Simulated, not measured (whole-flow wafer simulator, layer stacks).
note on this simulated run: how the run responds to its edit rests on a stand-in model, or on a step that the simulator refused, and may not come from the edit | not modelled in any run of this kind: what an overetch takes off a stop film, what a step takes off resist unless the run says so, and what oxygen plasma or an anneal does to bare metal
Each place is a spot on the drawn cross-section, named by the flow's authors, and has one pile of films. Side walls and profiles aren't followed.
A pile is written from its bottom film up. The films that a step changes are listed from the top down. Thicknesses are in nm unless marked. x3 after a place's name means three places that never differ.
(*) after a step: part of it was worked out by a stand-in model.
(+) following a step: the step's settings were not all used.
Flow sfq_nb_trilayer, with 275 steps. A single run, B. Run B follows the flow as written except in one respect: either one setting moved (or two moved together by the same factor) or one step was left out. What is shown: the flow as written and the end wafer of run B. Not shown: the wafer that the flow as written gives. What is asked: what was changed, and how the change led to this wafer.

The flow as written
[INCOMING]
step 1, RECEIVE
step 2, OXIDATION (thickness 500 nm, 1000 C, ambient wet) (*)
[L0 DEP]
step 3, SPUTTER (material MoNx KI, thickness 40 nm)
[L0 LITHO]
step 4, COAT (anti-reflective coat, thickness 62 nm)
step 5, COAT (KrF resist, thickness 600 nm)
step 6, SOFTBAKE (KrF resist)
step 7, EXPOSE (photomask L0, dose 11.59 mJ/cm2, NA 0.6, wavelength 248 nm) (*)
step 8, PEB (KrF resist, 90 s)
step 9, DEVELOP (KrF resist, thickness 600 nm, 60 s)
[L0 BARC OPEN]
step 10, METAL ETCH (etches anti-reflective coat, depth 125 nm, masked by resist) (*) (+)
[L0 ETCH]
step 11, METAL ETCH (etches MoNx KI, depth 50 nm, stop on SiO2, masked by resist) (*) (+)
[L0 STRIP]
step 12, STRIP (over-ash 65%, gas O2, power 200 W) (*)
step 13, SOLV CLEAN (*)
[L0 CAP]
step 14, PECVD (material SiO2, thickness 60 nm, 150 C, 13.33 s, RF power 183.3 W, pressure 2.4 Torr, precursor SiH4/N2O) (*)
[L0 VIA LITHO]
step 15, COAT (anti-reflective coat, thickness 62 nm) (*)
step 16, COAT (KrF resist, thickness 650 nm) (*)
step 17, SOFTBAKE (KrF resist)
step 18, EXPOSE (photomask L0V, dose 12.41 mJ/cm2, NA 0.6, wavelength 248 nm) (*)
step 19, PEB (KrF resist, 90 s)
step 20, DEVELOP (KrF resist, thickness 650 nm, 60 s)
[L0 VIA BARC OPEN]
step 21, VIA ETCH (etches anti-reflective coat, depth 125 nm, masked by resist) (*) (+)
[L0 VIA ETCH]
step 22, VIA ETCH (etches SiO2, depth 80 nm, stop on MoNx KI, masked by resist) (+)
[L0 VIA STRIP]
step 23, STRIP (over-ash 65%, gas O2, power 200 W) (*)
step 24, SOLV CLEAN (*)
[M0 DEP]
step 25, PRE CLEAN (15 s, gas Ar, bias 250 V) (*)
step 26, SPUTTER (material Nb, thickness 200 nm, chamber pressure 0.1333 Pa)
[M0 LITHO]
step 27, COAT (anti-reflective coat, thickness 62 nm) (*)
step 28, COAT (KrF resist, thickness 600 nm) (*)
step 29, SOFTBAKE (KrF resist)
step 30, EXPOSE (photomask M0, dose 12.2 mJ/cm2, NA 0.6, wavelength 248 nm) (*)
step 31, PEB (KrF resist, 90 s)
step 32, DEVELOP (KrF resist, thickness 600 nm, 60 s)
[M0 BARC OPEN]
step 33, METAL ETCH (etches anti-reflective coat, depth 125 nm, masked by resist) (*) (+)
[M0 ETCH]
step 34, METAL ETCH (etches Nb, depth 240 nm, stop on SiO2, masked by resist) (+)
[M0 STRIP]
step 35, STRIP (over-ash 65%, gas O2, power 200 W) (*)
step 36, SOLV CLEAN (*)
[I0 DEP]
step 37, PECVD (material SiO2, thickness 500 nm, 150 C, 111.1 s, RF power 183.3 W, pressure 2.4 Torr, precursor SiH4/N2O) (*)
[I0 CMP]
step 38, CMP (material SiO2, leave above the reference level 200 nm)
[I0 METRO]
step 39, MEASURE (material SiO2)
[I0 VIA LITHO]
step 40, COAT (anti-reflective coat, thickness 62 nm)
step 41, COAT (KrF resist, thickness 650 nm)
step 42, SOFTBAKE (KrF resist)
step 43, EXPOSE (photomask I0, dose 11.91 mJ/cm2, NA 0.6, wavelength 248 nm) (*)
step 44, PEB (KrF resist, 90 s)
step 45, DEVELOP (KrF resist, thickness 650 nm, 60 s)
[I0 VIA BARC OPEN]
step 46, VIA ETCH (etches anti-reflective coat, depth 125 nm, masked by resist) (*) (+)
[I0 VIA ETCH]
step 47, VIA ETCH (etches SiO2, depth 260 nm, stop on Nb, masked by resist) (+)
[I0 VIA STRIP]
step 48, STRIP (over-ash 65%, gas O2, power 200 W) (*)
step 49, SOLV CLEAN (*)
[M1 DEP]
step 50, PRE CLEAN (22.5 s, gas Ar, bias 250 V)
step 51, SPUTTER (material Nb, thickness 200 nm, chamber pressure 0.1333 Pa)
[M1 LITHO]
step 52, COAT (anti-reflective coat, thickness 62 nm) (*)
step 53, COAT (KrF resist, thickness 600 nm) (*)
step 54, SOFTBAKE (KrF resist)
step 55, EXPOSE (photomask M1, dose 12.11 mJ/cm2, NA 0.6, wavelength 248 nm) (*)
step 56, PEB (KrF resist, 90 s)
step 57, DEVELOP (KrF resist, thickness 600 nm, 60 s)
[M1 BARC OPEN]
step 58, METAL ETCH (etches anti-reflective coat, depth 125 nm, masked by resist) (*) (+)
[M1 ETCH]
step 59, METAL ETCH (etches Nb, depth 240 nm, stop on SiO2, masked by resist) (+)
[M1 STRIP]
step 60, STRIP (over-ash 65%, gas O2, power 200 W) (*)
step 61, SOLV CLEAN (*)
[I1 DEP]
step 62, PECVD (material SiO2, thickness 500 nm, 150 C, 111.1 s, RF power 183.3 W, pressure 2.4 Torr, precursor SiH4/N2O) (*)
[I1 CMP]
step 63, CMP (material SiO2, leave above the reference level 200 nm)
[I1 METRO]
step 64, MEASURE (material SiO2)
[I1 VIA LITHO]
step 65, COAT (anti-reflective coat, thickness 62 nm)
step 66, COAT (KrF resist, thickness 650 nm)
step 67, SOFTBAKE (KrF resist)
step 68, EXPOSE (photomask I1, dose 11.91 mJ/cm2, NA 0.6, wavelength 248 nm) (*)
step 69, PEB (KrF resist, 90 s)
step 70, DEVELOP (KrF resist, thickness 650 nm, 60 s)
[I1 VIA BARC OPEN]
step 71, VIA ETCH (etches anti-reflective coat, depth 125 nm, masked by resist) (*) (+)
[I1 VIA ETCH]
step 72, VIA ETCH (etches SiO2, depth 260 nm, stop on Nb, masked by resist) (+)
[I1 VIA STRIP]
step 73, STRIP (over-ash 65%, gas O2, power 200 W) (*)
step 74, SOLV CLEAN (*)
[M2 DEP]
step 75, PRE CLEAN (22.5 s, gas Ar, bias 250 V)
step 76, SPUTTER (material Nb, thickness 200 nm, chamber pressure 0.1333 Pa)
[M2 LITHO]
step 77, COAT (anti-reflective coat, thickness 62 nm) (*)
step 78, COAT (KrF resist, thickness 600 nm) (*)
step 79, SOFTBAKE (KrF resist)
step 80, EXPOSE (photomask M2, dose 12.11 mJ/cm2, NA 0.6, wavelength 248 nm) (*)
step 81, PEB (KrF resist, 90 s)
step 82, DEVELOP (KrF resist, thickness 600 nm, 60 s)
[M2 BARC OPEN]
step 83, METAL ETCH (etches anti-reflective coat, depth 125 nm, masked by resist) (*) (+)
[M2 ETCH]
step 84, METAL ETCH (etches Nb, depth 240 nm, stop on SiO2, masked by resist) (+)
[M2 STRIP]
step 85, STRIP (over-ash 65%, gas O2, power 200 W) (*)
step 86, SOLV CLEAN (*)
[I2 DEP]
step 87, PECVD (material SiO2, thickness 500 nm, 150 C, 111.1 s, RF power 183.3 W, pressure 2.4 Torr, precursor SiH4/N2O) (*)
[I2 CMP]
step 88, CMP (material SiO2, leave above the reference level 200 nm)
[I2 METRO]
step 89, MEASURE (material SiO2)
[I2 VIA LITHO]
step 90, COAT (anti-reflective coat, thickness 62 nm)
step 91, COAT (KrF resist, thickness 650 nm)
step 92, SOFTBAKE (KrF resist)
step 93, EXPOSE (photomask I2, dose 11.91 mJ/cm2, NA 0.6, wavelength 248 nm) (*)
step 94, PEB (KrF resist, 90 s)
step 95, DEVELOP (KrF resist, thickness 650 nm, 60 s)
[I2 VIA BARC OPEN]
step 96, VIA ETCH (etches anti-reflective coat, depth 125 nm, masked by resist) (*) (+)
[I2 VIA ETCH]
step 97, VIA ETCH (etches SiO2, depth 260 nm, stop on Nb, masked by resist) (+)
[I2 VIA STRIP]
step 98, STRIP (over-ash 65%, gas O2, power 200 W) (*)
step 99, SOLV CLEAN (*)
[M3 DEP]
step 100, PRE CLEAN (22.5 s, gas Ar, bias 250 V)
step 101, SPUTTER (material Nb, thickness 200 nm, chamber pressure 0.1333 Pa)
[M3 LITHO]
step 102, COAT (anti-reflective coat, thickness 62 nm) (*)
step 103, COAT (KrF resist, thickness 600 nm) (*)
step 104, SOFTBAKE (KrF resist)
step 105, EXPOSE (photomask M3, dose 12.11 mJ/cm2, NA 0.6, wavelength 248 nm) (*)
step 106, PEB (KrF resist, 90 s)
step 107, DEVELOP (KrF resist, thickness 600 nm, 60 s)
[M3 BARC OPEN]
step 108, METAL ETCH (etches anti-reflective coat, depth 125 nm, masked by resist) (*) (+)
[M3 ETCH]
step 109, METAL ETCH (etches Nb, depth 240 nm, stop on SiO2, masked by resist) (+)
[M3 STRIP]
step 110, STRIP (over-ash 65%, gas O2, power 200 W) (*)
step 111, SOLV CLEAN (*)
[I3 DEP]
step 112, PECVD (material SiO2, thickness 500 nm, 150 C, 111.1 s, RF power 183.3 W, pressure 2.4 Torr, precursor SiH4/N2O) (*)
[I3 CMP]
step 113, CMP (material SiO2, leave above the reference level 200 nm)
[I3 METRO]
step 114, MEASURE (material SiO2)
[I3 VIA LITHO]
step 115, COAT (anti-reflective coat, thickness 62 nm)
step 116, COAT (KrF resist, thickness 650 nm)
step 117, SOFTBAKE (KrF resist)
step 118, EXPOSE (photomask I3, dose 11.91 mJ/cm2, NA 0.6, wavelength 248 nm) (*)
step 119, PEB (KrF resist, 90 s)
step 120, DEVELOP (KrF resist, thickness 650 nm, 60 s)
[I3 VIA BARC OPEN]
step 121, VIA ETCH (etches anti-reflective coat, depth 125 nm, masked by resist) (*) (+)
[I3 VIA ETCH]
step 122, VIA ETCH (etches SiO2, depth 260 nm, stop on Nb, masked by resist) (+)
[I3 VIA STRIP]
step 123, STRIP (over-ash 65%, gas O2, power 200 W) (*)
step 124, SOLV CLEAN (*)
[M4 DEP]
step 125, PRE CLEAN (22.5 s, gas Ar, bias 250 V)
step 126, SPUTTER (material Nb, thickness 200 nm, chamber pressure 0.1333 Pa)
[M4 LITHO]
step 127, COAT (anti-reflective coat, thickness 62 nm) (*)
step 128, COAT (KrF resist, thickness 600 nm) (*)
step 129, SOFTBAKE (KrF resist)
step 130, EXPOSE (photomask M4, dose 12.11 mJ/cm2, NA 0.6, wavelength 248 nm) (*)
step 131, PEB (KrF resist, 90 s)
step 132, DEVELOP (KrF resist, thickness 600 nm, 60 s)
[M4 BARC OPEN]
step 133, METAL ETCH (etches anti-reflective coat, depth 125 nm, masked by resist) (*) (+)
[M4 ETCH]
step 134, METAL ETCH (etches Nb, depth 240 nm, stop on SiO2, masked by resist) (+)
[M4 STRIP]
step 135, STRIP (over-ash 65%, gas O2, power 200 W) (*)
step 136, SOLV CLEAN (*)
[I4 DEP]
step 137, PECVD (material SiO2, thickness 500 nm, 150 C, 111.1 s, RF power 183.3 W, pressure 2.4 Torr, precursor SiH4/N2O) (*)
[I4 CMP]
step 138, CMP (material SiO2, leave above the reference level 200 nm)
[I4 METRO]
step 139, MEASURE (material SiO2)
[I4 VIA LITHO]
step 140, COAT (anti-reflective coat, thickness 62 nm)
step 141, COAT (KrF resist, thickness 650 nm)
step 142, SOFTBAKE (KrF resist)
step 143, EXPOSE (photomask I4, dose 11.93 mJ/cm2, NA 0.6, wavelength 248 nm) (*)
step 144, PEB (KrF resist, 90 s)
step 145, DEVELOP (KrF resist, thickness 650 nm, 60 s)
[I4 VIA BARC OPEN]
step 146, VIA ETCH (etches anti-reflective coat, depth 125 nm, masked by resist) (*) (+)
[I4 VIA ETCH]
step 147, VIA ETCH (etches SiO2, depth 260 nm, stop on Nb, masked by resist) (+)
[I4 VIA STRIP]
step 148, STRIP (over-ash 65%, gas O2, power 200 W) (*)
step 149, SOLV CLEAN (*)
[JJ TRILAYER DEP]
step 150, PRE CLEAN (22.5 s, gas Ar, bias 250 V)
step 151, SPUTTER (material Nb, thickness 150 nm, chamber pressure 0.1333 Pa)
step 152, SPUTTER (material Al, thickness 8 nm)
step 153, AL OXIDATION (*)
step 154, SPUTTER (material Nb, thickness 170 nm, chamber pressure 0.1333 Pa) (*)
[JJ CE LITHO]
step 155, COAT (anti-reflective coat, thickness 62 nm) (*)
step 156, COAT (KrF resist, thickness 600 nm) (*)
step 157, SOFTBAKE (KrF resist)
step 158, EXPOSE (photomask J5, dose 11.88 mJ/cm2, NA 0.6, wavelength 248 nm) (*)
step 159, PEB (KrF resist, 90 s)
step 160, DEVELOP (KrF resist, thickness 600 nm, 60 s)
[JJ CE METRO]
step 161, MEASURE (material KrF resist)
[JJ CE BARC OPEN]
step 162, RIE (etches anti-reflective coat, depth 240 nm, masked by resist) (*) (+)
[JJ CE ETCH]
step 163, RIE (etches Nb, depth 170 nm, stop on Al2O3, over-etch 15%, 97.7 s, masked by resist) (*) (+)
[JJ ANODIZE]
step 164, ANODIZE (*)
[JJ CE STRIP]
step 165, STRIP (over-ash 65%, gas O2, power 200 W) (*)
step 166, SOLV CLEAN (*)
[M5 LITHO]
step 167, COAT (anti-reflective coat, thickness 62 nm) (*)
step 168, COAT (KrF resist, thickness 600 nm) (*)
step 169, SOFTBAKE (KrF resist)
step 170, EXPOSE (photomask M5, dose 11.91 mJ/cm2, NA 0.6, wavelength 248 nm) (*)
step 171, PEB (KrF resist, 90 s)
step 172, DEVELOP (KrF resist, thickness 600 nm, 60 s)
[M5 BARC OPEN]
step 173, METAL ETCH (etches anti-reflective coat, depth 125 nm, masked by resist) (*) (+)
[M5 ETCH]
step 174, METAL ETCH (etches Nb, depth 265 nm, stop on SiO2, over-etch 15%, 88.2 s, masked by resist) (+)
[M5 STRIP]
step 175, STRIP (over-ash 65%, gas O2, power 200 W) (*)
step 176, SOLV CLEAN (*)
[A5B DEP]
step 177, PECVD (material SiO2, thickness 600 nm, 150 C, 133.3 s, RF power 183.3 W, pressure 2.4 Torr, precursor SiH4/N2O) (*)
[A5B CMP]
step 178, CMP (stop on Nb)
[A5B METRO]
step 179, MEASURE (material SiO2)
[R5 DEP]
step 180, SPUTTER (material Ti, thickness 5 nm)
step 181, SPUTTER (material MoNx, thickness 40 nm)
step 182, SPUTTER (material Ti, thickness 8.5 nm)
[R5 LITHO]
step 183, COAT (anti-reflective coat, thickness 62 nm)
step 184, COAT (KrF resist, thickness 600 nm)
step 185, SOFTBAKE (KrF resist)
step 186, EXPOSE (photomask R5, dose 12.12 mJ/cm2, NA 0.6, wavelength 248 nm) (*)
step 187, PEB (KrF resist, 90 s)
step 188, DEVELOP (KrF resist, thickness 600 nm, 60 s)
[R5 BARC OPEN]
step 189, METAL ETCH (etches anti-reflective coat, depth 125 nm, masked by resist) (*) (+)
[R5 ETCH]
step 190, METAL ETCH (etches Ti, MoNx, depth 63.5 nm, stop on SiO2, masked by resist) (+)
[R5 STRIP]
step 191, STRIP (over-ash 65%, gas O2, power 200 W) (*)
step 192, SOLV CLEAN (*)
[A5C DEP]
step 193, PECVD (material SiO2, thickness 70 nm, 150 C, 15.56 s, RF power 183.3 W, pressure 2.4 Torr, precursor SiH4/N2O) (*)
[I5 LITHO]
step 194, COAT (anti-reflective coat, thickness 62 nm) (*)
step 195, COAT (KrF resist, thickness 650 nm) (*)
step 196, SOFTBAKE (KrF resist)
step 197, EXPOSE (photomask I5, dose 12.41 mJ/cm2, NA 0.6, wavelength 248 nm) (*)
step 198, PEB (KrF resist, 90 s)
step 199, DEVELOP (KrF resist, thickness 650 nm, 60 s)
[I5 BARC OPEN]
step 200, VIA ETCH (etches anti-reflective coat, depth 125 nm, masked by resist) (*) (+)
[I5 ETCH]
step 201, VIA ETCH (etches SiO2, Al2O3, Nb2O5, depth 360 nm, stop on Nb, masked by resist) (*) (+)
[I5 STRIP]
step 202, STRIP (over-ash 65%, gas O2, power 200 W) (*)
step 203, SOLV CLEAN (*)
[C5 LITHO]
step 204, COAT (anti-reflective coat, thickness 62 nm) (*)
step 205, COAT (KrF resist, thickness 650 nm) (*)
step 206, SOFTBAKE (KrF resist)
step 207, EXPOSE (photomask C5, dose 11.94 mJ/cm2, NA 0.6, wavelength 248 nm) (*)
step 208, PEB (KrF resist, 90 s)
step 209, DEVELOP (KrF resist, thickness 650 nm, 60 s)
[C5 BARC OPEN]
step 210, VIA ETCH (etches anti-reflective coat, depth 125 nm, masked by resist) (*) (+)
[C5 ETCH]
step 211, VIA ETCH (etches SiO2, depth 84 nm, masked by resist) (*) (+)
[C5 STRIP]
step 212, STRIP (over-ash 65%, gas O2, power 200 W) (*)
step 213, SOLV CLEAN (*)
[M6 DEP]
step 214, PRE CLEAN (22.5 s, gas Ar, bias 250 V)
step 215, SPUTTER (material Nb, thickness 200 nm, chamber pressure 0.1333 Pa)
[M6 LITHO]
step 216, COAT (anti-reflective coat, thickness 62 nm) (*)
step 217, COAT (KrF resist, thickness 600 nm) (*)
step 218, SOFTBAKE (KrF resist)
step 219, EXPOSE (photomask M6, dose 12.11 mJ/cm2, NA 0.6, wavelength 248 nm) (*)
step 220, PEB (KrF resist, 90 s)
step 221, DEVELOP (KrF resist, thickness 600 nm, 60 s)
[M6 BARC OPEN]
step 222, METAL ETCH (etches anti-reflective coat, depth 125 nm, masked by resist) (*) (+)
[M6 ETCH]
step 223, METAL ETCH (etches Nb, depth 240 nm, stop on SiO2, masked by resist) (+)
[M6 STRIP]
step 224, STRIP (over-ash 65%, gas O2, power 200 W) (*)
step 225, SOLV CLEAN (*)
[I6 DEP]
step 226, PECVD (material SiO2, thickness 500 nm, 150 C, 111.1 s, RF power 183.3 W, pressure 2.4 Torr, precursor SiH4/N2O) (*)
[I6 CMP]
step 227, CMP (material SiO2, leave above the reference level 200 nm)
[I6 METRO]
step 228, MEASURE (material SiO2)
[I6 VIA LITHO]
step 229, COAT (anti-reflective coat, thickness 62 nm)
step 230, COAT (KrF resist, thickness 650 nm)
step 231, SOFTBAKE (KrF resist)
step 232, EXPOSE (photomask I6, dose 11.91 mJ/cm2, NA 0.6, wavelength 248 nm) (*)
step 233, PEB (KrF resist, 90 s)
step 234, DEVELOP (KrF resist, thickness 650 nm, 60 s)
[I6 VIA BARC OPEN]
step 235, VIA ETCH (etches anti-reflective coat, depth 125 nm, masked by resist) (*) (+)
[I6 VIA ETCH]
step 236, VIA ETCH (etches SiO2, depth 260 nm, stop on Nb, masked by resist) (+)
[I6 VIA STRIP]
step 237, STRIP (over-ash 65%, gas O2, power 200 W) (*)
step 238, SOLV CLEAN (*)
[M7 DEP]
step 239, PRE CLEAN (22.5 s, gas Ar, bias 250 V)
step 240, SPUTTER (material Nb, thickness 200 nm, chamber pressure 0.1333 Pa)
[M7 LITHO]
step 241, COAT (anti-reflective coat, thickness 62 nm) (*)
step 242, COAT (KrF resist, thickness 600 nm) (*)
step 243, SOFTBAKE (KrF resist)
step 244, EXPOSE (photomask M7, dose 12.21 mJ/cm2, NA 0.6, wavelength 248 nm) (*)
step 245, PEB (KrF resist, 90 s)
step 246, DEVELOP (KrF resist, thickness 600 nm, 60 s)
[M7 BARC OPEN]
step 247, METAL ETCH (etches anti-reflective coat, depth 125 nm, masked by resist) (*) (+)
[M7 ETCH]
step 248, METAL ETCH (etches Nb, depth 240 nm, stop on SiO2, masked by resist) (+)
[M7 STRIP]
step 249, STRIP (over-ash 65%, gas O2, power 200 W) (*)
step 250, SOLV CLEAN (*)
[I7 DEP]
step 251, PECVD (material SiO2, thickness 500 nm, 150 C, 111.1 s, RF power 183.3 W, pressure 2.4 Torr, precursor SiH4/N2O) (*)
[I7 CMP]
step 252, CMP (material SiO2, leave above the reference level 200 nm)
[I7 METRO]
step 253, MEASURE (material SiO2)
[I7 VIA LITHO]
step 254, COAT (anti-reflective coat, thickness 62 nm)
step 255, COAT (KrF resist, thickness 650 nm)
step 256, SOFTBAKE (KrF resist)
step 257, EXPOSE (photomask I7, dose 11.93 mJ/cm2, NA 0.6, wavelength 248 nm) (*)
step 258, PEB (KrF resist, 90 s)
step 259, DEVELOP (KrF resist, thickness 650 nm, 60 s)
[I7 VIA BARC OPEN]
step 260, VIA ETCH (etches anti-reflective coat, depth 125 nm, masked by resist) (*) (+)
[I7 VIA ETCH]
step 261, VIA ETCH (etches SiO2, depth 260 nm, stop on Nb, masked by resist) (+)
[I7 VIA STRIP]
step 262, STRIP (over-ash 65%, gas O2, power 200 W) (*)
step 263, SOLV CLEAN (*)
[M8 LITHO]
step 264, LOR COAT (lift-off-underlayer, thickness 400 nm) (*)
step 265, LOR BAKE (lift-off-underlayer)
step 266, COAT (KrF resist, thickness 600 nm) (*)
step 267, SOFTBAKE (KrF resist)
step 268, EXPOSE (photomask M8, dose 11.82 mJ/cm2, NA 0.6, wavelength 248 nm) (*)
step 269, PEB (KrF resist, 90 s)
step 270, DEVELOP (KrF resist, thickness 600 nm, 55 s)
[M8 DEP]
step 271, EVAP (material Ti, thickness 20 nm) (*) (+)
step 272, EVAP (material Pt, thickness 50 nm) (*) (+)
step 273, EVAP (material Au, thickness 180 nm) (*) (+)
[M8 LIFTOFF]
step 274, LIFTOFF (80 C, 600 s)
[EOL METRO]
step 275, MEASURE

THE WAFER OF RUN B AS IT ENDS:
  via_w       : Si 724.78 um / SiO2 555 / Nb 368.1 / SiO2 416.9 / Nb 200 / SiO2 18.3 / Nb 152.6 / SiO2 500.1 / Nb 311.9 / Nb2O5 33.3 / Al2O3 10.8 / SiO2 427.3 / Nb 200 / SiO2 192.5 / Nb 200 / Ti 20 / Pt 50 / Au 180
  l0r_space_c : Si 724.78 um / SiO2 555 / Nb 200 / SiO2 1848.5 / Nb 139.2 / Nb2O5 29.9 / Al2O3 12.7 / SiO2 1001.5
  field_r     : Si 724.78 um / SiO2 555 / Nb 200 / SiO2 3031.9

Cause: step 88, CMP: leave above the reference level 286 nm was run, though the flow has leave above the reference level 200 nm.

Step by step, how the change led to this:
  step 88, CMP (material SiO2, leave above the reference level 200 nm)
      field_l, be, be_sur and 81 more: -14 SiO2 (in the flow as written it would be: -100 SiO2)
      v_sur, via_wl, via_w and 18 more: -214 SiO2 (in the flow as written it would be: -300 SiO2)
      (also at 1 further place)
  step 97, VIA ETCH (etches SiO2, depth 260 nm, stop on Nb, masked by resist) (+)
      via_w: -260 SiO2 (in the flow as written it would be: -199.8 SiO2 (all of it))
  step 100, PRE CLEAN (22.5 s, gas Ar, bias 250 V)
      via_w: -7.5 SiO2 (in the flow as written it would be: -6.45 Nb)
  step 101, SPUTTER (material Nb, thickness 200 nm, chamber pressure 0.1333 Pa)
      via_w: +152.6 Nb (new film) (in the flow as written it would be: +165.5 Nb)
  step 102, COAT (anti-reflective coat, thickness 62 nm) (*)
      via_wl, via_wr: +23 anti-reflective coat (new film) (in the flow as written it would be: +34.2 anti-reflective coat (new film))
      v_sur: +55.7 anti-reflective coat (new film) (in the flow as written it would be: +61.1 anti-reflective coat (new film))
      (also at 2 further places)
  step 103, COAT (KrF resist, thickness 600 nm) (*)
      via_w: +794 KrF resist (new film) (in the flow as written it would be: +737.9 KrF resist (new film))
  step 110, STRIP (over-ash 65%, gas O2, power 200 W) (*)
      v_sur: -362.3 KrF resist (all of it), -55.7 anti-reflective coat (all of it) (in the flow as written it would be: -365.3 KrF resist (all of it), -61.1 anti-reflective coat (all of it))
      via_wl: -383.9 KrF resist (all of it), -23 anti-reflective coat (all of it) (in the flow as written it would be: -384.2 KrF resist (all of it), -34.2 anti-reflective coat (all of it))
      (also at 3 further places)
  step 112, PECVD (material SiO2, thickness 500 nm, 150 C, 111.1 s, RF power 183.3 W, pressure 2.4 Torr, precursor SiH4/N2O) (*)
      via_w: +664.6 SiO2 (new film) (in the flow as written it would be: +615 SiO2 (new film))
  step 113, CMP (material SiO2, leave above the reference level 200 nm)
      via_w: -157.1 SiO2 (in the flow as written it would be: -181.6 SiO2)
With metal films that touch counted as one body, via_w has 6 bodies (between them, from the top down: SiO2 192.5; SiO2 427.3 / Al2O3 10.8 / Nb2O5 33.3; SiO2 500.1; SiO2 18.3; SiO2 416.9); the flow as written gives 5 bodies (between them, from the top down: SiO2 192.5; SiO2 427.3 / Al2O3 10.8 / Nb2O5 33.3; SiO2 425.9; SiO2 416.9).
